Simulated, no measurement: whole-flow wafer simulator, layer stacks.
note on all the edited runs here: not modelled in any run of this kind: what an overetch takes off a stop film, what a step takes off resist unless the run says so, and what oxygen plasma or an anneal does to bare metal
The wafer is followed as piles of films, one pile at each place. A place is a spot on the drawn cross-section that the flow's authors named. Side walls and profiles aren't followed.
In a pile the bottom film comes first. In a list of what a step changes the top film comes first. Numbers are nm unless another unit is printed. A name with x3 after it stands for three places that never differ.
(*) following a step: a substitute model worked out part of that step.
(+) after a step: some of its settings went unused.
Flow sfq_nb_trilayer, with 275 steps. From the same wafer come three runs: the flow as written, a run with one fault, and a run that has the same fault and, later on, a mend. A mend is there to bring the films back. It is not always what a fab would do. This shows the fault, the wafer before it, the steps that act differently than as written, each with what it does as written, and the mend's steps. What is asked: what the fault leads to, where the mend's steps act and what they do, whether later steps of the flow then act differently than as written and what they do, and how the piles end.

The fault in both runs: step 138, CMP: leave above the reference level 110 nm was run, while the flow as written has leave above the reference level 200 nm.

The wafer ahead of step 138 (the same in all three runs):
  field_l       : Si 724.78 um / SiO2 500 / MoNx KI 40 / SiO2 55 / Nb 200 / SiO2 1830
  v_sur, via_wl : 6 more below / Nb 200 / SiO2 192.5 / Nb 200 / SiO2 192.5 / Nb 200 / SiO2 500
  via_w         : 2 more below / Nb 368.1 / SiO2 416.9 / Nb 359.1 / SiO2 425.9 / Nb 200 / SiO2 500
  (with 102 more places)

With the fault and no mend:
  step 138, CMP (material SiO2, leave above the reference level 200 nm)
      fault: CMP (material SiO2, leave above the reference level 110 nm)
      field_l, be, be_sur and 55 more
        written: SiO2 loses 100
        fault: SiO2 loses 190
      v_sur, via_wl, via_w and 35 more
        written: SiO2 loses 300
        fault: SiO2 loses 390
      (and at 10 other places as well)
  Steps later in the flow that act otherwise than as written (not shown: 4 more steps that differ only slightly, by at most 2% or 0.5 nm, whichever is larger):
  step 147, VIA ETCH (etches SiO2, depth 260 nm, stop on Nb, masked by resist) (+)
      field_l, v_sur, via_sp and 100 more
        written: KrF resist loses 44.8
        fault: KrF resist loses 28.4
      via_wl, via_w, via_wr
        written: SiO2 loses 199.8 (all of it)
        fault: SiO2 loses 109.8 (all of it)
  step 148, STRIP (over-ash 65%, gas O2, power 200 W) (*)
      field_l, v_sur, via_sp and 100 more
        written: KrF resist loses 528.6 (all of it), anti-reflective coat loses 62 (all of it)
        fault: KrF resist loses 545 (all of it), anti-reflective coat loses 62 (all of it)
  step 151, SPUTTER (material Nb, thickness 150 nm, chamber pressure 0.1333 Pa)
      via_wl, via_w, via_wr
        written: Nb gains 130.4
        fault: Nb gains 141
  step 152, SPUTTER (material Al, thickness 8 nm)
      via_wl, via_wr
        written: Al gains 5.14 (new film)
        fault: Al gains 6.21 (new film)
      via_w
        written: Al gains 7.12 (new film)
        fault: Al gains 7.85 (new film)
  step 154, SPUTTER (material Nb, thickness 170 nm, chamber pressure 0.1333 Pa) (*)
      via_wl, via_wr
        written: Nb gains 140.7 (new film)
        fault: Nb gains 127.5 (new film)
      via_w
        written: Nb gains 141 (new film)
        fault: Nb gains 167.3 (new film)
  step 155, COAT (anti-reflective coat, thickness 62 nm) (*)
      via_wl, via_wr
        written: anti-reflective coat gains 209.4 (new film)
        fault: anti-reflective coat gains 170.9 (new film)
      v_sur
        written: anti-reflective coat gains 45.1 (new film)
        fault: anti-reflective coat gains 49.6 (new film)
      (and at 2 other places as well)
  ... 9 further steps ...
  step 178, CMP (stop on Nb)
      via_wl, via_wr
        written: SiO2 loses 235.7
        fault: SiO2 loses 336
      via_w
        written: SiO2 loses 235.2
        fault: SiO2 loses 335.6
  By the end, the piles at field_l, v_sur, via_wl and 103 more depart from the flow's by more than 2% or 0.5 nm, whichever is larger.
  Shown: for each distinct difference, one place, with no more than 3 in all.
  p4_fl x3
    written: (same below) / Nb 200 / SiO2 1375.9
    fault: (same below) / Nb 200 / SiO2 1285.9
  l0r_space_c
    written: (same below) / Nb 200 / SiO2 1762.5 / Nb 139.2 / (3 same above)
    fault: (same below) / Nb 200 / SiO2 1672.5 / Nb 139.2 / (3 same above)
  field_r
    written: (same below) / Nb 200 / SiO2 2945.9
    fault: (same below) / Nb 200 / SiO2 2855.9

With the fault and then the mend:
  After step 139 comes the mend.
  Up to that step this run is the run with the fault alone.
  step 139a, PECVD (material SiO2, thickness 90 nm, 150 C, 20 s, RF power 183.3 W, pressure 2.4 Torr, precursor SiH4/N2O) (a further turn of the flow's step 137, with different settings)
      field_l, v_sur, via_wl and 103 more
        SiO2 gains 90
  None of the later steps of the flow differs from how it acts as written, at any place that is followed, by more than 2% or 0.5 nm, whichever is larger.
  The piles end only slightly different from the flow's at the places that both follow, by no more than 2% or 0.5 nm, whichever is larger.
